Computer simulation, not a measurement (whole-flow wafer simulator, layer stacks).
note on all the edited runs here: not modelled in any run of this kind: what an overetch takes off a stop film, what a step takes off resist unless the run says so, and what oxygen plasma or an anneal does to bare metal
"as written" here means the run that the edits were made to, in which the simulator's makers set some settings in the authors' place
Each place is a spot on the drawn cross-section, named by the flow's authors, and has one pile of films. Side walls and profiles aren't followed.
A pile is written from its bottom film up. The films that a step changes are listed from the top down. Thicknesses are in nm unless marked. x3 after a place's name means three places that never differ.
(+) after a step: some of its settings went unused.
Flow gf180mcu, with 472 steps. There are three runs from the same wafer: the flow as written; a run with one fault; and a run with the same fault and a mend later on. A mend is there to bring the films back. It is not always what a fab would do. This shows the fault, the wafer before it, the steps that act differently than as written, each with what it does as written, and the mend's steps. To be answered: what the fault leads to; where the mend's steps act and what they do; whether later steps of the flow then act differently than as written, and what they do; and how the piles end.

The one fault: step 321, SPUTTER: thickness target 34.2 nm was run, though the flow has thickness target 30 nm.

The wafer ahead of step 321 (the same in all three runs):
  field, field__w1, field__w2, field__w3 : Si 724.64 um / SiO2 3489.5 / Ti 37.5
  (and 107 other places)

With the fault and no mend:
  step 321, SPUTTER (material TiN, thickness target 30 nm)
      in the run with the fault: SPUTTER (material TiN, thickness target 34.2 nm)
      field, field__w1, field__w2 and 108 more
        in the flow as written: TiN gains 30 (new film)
        in the run with the fault: TiN gains 34.2 (new film)
  Steps further on in the flow that do not act as written (1 more step, not shown, differs only slightly: by at most 2% or 0.5 nm, whichever is larger):
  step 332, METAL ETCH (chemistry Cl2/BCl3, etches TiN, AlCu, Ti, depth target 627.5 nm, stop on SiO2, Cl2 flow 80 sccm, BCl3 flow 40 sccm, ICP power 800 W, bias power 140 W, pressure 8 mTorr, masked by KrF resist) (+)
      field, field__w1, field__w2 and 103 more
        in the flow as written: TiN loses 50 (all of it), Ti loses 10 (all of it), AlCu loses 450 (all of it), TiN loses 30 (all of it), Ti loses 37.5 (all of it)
        in the run with the fault: TiN loses 50 (all of it), Ti loses 10 (all of it), AlCu loses 450 (all of it), TiN loses 34.2 (all of it), Ti loses 37.5 (all of it)
  By the end, the piles at field__w8, contact, m1, m1__w1, m1_nw depart from the flow's by more than 2% or 0.5 nm, whichever is larger.
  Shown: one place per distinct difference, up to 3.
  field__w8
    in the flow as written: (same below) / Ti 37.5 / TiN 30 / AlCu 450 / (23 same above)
    in the run with the fault: (same below) / Ti 37.5 / TiN 34.2 / AlCu 450 / (23 same above)
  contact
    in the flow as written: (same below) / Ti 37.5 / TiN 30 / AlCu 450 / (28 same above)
    in the run with the fault: (same below) / Ti 37.5 / TiN 34.2 / AlCu 450 / (28 same above)

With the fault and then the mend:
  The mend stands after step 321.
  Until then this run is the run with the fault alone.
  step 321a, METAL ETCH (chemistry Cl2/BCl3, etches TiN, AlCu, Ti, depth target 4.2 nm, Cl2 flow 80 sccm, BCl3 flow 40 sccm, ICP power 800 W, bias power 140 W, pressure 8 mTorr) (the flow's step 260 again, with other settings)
      field, field__w1, field__w2 and 108 more
        TiN loses 4.2
  Every later step of the flow that is run acts as written at every place that is followed.
  By the end, the piles equal the flow's at every place that both follow.
